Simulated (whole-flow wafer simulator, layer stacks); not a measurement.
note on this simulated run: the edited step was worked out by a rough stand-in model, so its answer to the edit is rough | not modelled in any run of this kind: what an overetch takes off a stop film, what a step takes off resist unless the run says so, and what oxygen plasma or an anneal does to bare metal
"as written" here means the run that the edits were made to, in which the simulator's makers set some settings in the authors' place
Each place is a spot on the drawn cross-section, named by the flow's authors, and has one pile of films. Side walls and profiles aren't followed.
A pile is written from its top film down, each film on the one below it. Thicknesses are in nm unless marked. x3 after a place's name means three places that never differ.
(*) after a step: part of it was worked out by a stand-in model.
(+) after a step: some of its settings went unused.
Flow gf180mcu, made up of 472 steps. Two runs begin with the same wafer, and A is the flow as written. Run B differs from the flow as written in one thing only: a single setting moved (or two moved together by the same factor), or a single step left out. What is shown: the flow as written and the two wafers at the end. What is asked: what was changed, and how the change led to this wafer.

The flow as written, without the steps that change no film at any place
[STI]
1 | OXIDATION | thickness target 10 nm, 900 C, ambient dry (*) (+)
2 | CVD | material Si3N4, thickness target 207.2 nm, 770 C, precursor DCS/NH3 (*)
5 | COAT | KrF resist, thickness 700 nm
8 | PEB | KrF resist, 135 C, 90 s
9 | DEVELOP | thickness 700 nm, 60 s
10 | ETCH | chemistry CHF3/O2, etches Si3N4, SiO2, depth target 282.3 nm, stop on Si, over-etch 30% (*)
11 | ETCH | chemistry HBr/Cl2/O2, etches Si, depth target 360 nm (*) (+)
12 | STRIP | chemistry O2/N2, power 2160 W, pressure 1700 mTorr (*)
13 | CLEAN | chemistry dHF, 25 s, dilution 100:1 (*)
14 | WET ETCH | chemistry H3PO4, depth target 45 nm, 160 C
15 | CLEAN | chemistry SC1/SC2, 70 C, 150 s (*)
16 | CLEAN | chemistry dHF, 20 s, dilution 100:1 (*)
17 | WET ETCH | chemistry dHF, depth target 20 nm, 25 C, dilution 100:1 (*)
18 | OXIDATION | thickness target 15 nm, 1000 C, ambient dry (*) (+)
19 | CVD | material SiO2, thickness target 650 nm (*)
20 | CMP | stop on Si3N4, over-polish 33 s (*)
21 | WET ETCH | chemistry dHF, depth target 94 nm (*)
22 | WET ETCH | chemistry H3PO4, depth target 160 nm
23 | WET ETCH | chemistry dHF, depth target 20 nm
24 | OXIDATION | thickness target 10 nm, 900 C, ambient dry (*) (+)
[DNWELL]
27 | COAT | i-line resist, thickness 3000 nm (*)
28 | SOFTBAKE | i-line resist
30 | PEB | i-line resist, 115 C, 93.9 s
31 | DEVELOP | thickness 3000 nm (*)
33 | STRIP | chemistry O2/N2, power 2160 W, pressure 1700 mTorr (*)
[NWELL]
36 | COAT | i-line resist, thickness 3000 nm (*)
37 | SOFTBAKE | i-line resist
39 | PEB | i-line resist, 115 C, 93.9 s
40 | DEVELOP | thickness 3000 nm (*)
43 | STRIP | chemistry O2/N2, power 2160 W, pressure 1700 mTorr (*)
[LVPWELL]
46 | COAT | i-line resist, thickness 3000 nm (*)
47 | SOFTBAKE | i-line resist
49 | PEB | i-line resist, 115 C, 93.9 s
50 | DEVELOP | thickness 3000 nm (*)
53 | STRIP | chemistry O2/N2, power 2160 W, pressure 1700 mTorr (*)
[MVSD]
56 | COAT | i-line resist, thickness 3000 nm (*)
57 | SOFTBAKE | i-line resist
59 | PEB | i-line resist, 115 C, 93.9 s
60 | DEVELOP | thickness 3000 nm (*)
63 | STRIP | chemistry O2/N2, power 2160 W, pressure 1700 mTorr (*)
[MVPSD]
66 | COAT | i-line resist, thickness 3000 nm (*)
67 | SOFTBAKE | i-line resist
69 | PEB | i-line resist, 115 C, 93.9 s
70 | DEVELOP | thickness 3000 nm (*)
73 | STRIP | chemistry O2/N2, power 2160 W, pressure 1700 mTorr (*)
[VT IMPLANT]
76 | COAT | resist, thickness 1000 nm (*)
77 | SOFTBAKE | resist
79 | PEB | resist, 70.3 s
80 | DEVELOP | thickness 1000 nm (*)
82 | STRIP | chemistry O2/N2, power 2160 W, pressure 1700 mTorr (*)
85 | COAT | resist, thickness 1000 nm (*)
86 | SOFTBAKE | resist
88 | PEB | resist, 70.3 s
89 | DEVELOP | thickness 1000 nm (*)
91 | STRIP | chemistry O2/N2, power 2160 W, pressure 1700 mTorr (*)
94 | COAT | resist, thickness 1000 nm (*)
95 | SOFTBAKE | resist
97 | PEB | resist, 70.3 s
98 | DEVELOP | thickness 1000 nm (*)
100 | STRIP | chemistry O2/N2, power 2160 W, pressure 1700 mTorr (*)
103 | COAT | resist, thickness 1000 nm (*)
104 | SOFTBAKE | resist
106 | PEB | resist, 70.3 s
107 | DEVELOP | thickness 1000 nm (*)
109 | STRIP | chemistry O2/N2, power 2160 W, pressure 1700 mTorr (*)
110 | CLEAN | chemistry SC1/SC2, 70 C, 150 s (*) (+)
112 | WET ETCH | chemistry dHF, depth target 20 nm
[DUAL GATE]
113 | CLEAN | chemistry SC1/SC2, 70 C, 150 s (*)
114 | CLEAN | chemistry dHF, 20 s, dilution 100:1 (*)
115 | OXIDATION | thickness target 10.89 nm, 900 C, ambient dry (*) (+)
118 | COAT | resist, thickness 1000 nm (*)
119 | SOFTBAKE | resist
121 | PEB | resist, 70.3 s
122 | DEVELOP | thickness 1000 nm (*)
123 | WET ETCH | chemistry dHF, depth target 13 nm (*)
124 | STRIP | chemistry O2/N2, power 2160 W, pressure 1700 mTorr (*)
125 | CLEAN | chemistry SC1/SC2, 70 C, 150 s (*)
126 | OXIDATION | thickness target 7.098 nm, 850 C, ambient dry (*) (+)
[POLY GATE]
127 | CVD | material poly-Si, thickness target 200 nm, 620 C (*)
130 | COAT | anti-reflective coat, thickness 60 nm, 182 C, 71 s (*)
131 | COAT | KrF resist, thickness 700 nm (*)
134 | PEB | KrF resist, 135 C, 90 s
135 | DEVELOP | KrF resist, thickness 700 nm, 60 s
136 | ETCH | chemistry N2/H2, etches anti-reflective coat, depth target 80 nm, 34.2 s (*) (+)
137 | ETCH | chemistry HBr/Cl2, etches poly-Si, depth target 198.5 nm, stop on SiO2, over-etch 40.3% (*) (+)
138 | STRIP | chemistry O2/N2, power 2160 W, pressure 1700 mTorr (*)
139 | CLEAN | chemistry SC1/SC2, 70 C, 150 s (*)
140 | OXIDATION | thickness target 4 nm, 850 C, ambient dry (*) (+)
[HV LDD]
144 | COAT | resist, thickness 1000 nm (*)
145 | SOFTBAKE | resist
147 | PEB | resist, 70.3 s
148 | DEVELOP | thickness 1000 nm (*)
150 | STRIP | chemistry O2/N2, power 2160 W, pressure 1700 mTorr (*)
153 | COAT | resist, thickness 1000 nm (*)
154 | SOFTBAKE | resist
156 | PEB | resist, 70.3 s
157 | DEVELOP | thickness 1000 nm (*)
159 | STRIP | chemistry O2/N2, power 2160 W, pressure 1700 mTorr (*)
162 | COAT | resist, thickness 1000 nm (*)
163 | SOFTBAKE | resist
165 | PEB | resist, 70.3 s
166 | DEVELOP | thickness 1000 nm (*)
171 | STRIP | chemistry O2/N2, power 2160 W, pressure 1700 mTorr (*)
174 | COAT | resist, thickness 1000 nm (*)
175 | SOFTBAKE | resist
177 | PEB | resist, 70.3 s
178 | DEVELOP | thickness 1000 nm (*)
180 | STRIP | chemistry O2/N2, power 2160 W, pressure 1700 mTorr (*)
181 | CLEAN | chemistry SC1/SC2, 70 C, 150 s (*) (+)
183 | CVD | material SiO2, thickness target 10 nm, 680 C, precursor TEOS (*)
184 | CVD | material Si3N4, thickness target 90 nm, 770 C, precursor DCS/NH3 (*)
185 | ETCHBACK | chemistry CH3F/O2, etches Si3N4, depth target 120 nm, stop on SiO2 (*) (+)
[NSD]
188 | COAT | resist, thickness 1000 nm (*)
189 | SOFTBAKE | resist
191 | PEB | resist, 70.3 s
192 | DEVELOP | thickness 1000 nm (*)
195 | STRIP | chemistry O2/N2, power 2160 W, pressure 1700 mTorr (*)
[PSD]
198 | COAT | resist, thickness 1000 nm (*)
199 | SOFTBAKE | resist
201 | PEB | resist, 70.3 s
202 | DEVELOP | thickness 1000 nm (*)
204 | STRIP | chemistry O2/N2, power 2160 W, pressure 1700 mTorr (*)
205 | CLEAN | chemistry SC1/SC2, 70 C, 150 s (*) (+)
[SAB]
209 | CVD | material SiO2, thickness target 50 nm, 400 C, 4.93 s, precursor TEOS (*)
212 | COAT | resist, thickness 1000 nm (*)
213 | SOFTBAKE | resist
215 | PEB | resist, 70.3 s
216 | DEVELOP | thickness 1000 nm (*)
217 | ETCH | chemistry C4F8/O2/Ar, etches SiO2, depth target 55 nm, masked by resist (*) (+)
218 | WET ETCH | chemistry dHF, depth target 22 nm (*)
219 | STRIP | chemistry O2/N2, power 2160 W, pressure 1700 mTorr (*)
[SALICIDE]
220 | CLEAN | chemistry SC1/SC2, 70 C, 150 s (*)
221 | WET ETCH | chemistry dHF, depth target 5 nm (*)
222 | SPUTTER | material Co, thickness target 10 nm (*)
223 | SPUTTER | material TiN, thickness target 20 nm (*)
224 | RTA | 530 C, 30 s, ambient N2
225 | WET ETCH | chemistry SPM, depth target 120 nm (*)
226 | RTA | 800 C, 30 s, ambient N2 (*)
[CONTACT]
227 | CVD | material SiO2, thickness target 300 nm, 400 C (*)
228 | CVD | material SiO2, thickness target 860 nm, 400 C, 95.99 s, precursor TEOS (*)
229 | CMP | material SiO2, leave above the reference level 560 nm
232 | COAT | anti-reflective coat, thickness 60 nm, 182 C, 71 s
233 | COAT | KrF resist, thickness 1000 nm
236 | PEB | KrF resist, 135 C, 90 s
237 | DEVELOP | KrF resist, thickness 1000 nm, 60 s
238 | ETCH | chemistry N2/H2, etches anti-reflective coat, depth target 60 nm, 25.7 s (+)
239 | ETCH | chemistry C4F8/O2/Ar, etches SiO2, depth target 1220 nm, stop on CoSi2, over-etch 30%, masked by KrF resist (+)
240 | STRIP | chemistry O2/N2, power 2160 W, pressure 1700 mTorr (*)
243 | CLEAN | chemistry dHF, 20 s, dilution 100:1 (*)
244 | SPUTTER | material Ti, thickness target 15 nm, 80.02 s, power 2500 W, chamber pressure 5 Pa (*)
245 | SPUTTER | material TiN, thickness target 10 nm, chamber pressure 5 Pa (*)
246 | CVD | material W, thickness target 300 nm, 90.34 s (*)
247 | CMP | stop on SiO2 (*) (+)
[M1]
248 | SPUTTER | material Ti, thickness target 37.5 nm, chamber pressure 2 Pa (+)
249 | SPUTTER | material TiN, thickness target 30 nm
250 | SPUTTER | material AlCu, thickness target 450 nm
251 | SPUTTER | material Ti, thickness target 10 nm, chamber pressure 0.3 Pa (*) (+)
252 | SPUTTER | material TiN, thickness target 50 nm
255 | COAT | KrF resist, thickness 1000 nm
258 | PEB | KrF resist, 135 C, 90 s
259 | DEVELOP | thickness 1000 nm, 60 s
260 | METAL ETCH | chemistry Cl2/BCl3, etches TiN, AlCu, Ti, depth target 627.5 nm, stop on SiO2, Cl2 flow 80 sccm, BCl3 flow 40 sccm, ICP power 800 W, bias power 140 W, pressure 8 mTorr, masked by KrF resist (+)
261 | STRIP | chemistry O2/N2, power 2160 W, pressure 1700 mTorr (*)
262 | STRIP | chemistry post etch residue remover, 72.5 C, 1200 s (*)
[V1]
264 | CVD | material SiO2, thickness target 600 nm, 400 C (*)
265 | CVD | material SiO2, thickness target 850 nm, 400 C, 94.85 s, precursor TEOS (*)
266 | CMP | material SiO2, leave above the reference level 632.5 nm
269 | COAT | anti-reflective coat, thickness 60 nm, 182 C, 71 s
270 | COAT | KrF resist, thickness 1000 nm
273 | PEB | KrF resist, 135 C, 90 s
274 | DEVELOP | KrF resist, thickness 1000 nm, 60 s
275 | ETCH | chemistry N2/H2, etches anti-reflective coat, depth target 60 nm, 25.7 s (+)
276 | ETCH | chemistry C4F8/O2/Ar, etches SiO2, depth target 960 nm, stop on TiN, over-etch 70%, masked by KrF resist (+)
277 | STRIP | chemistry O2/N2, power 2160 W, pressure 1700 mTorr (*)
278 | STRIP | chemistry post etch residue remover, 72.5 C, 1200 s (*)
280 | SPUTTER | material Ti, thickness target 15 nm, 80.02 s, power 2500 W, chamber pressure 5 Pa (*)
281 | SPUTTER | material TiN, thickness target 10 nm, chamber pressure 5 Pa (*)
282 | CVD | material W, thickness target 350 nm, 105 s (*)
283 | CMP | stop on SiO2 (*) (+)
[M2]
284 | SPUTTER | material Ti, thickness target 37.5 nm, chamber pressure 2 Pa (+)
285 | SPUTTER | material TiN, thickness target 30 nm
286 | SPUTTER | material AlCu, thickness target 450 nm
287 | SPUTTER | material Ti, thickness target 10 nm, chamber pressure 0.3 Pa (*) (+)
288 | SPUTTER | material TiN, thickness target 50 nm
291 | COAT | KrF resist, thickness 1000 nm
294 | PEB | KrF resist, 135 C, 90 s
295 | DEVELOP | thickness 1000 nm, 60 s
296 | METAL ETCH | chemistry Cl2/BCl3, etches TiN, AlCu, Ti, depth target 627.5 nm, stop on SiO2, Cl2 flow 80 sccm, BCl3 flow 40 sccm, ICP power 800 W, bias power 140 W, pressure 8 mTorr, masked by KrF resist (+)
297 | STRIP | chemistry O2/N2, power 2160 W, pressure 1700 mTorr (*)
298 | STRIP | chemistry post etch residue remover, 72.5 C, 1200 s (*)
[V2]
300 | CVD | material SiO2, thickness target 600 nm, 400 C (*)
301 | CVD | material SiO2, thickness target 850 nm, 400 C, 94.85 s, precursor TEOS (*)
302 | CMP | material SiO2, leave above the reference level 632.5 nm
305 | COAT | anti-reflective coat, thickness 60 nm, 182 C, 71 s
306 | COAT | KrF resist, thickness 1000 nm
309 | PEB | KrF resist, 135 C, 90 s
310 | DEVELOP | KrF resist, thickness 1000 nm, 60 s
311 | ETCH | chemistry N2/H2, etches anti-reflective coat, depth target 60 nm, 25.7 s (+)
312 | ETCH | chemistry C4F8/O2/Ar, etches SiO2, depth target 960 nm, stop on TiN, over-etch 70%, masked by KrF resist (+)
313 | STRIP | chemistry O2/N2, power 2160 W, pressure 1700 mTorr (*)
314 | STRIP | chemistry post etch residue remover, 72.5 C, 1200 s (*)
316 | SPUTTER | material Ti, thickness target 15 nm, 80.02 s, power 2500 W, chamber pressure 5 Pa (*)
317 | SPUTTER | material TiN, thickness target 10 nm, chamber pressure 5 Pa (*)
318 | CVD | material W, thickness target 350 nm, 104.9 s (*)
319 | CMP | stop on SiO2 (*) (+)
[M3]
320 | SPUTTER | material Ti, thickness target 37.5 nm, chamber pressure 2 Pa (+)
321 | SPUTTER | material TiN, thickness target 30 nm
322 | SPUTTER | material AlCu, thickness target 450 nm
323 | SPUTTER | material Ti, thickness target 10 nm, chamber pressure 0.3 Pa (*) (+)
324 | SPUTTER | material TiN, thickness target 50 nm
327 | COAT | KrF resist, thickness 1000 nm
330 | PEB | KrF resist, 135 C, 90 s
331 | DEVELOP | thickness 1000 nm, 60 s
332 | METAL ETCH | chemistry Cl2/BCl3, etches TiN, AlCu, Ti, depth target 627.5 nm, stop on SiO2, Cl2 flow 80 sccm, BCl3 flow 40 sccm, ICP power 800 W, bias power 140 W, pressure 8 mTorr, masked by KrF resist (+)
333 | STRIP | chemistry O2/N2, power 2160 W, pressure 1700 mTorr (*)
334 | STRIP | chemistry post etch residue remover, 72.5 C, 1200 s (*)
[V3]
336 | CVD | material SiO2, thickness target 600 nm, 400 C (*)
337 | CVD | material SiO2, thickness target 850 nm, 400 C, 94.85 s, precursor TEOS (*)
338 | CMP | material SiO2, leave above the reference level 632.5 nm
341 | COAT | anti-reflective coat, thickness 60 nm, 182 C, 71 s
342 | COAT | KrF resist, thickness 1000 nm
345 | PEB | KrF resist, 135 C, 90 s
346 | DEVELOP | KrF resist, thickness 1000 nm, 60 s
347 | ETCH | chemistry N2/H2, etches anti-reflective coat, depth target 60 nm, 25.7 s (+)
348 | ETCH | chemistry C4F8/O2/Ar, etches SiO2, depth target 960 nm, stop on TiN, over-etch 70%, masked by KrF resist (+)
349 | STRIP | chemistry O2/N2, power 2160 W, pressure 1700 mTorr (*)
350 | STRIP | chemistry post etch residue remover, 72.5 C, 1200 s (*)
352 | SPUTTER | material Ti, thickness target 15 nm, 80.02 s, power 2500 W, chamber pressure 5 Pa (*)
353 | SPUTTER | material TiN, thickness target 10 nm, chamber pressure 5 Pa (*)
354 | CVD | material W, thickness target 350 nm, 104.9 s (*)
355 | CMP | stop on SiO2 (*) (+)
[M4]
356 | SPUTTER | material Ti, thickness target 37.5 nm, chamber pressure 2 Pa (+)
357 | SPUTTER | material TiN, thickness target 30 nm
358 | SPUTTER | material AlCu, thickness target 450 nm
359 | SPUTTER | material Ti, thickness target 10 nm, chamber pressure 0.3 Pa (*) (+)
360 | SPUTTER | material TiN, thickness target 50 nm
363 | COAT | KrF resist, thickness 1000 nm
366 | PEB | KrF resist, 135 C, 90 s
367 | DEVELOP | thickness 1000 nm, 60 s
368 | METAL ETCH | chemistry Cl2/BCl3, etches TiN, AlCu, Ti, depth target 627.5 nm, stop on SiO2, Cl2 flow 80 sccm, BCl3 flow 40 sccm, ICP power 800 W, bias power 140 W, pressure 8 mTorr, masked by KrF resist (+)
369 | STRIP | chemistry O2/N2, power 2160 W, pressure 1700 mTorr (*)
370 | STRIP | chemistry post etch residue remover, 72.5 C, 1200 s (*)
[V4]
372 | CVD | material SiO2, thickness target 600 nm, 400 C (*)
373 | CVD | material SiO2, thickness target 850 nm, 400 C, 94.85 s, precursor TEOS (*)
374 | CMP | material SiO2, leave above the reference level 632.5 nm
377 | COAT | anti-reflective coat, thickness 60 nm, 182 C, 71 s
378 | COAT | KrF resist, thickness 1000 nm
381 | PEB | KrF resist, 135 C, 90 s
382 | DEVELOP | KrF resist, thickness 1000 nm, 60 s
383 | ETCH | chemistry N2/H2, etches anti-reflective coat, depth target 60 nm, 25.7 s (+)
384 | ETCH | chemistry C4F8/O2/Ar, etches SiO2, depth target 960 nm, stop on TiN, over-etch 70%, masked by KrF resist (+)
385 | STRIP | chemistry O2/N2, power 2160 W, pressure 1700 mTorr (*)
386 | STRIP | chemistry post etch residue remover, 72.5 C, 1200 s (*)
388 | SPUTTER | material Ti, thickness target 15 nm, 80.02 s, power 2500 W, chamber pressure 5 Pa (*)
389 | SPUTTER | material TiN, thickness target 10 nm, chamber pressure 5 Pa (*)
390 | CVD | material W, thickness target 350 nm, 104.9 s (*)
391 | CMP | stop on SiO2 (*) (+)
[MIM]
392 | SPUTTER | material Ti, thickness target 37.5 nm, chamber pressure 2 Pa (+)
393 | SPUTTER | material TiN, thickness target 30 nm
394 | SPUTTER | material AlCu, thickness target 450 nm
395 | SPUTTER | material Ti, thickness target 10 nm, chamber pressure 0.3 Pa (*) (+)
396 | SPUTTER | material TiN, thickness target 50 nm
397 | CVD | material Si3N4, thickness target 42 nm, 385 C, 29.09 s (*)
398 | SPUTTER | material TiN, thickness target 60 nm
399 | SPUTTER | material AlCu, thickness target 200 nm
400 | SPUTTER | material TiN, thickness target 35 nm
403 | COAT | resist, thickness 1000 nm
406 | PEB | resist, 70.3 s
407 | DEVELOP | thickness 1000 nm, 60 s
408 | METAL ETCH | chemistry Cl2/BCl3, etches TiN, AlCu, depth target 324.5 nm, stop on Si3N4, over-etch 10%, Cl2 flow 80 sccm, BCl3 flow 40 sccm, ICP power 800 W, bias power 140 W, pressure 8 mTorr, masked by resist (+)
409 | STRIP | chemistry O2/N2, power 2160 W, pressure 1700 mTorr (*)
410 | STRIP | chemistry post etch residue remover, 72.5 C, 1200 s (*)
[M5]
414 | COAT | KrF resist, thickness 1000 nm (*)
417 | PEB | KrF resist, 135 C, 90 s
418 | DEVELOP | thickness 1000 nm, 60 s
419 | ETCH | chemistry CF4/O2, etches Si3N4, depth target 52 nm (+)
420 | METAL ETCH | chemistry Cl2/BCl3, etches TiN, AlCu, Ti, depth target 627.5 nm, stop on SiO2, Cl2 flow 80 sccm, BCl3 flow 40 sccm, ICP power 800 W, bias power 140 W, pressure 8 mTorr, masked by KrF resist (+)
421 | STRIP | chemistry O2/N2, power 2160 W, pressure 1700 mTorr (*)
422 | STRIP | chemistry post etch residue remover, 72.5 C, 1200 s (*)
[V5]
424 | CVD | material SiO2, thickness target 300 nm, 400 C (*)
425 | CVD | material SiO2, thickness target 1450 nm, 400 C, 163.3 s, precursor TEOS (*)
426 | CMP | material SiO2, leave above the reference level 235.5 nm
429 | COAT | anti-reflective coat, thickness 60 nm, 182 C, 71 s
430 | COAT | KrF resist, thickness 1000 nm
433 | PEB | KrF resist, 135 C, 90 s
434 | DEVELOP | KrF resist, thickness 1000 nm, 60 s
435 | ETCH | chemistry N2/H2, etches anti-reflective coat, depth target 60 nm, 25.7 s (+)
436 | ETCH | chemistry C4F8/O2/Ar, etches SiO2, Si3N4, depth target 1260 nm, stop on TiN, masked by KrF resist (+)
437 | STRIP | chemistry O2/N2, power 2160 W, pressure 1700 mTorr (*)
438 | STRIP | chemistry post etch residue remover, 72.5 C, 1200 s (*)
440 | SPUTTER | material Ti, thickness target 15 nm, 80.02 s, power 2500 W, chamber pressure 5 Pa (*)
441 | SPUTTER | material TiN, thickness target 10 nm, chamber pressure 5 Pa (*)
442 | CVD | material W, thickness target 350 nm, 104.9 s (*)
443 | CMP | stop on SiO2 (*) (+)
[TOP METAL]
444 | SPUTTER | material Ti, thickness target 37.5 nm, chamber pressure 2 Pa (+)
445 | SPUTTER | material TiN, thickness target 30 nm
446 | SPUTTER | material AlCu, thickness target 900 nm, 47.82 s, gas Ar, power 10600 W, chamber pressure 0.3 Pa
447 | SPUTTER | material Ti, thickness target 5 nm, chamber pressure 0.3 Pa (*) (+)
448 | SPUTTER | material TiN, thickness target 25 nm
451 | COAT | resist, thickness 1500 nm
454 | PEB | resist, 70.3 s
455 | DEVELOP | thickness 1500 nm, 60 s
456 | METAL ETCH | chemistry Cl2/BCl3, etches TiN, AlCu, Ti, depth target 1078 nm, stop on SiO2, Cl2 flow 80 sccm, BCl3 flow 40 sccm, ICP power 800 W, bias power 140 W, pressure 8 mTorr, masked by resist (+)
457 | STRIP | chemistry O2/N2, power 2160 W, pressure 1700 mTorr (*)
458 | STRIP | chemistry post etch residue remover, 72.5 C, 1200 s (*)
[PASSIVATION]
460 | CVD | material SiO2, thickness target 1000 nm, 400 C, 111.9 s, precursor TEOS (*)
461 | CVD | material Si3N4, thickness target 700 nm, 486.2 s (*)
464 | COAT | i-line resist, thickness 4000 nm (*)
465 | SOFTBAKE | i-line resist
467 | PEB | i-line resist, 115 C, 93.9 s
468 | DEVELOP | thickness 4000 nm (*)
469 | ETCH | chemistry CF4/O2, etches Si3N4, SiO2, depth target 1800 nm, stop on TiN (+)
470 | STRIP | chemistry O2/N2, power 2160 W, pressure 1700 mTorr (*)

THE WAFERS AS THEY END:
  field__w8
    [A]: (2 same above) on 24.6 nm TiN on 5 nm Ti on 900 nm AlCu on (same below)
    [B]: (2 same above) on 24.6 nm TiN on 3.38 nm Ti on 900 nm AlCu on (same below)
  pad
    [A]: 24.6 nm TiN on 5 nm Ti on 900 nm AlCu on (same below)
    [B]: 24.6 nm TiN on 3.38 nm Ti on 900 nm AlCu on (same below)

The reason: step 447, SPUTTER: thickness target 3.38 nm was run, though the flow has thickness target 5 nm.
One can read it off the wafer: field__w8 has Ti 3.38, and step 447 as written asks for 5 nm.

Step by step, how the change led to this:
  447 | SPUTTER | material Ti, thickness target 5 nm, chamber pressure 0.3 Pa (*) (+)
      field, field__w1, field__w2 and 109 more: A +5 Ti (new film) | B +3.38 Ti (new film)
  456 | METAL ETCH | chemistry Cl2/BCl3, etches TiN, AlCu, Ti, depth target 1078 nm, stop on SiO2, Cl2 flow 80 sccm, BCl3 flow 40 sccm, ICP power 800 W, bias power 140 W, pressure 8 mTorr, masked by resist (+)
      field, field__w1, field__w2 and 103 more: A -25 TiN (all of it), -5 Ti (all of it), -900 AlCu (all of it), -30 TiN (all of it), -37.5 Ti (all of it) | B -25 TiN (all of it), -3.38 Ti (all of it), -900 AlCu (all of it), -30 TiN (all of it), -37.5 Ti (all of it)
